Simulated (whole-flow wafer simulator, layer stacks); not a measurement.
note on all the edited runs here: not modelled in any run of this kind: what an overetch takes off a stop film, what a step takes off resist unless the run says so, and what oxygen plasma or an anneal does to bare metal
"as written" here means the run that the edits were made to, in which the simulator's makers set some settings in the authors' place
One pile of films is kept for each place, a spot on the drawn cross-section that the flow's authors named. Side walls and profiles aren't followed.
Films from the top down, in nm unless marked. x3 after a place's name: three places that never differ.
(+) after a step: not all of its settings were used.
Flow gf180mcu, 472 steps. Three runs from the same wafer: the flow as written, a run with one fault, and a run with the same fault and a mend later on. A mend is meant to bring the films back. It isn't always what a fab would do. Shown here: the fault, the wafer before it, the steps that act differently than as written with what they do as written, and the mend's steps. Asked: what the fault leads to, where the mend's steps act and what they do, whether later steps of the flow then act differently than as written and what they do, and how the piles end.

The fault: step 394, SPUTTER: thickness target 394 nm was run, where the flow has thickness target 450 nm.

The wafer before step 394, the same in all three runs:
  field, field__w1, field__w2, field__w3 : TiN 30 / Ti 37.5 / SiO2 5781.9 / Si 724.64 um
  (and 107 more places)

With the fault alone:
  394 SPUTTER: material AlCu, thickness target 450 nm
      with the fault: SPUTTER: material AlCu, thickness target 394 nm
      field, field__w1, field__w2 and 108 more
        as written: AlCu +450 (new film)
        with the fault: AlCu +394 (new film)
  Later steps of the flow that act differently than as written (1 more step differs only slightly, by at most 2% or 0.5 nm, whichever is larger, and isn't shown):
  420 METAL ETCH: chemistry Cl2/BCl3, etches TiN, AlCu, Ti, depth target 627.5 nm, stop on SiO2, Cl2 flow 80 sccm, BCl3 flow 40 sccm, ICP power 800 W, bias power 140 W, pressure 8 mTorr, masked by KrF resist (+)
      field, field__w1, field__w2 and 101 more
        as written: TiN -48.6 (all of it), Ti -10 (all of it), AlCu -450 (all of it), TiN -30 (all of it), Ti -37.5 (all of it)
        with the fault: TiN -48.6 (all of it), Ti -10 (all of it), AlCu -394 (all of it), TiN -30 (all of it), Ti -37.5 (all of it)
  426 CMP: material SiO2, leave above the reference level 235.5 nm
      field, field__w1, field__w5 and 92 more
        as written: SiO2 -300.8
        with the fault: SiO2 -356.8
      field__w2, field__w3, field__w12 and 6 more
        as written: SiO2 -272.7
        with the fault: SiO2 -331.2
  At the end the piles differ from the flow's by more than 2% or 0.5 nm, whichever is larger, at field__w4, field__w8, contact, m1, m1__w1, mim, mim_1p0, m1_nw.
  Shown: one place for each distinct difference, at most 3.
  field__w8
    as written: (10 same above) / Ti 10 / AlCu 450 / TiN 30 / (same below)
    with the fault: (10 same above) / Ti 10 / AlCu 394 / TiN 30 / (same below)
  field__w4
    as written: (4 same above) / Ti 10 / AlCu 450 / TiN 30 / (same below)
    with the fault: (4 same above) / Ti 10 / AlCu 394 / TiN 30 / (same below)
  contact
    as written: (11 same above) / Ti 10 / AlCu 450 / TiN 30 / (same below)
    with the fault: (11 same above) / Ti 10 / AlCu 394 / TiN 30 / (same below)

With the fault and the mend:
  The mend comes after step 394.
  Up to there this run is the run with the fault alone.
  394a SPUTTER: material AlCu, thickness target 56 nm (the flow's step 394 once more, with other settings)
      field, field__w1, field__w2 and 108 more
        AlCu +56
  No later step of the flow acts differently than as written at any place that is followed.
  At the end the piles are the same as the flow's at every place that both follow.
